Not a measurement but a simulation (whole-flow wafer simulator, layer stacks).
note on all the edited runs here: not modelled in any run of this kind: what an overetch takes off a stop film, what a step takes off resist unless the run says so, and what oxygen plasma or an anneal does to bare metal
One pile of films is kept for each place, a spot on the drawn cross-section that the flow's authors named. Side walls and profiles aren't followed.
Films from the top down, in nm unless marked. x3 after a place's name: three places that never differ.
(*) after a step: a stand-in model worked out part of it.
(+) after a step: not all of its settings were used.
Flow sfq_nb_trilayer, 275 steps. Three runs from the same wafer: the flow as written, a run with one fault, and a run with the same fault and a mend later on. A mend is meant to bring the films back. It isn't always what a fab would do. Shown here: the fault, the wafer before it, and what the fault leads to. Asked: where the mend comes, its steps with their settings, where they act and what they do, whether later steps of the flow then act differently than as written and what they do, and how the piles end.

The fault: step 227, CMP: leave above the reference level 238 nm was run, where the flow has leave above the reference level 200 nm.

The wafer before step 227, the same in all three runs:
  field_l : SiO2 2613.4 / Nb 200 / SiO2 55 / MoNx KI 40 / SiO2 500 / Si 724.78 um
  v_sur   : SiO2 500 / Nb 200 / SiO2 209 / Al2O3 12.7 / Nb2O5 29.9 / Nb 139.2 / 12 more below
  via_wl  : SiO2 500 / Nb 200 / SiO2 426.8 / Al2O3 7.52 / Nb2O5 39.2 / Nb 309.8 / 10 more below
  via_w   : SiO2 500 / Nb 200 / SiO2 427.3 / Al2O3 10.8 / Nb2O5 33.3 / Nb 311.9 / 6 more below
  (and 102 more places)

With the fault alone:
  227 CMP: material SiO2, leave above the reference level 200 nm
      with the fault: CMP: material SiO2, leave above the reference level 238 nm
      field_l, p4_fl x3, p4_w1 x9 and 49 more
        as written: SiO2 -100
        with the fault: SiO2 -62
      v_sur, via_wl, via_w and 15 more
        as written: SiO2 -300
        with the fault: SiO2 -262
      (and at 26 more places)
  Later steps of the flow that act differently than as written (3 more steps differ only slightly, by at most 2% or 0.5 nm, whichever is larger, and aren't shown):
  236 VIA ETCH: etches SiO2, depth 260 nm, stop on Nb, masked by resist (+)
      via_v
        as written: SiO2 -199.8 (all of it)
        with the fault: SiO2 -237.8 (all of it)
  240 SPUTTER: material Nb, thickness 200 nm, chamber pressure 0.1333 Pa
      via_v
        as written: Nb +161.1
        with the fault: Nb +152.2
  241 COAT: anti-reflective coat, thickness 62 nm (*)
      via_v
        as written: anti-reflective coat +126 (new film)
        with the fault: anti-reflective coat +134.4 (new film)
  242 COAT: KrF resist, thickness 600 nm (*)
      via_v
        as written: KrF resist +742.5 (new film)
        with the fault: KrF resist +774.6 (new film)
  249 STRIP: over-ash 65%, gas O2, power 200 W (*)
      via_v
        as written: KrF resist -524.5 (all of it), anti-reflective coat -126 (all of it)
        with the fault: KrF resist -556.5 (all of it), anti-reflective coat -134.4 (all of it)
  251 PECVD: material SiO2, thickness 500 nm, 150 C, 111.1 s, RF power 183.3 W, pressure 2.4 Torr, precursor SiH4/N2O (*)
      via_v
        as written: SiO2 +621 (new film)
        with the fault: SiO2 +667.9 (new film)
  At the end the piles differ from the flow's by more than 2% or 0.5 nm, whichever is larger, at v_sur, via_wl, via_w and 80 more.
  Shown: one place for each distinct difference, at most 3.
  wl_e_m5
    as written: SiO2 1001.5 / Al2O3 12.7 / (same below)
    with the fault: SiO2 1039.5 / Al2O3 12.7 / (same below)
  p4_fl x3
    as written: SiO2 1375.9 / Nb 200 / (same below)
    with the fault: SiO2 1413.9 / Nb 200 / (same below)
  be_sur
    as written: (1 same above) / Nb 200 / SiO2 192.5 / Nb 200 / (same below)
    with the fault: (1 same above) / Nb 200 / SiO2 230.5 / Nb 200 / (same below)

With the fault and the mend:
  The mend comes after step 228.
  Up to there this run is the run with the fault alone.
  228a CMP: material SiO2, leave above the reference level 200 nm (the flow's step 227 once more)
      field_l, v_sur, via_wl and 103 more
        SiO2 -38
  No later step of the flow acts differently than as written at any place that is followed.
  At the end the piles are the same as the flow's at every place that both follow.
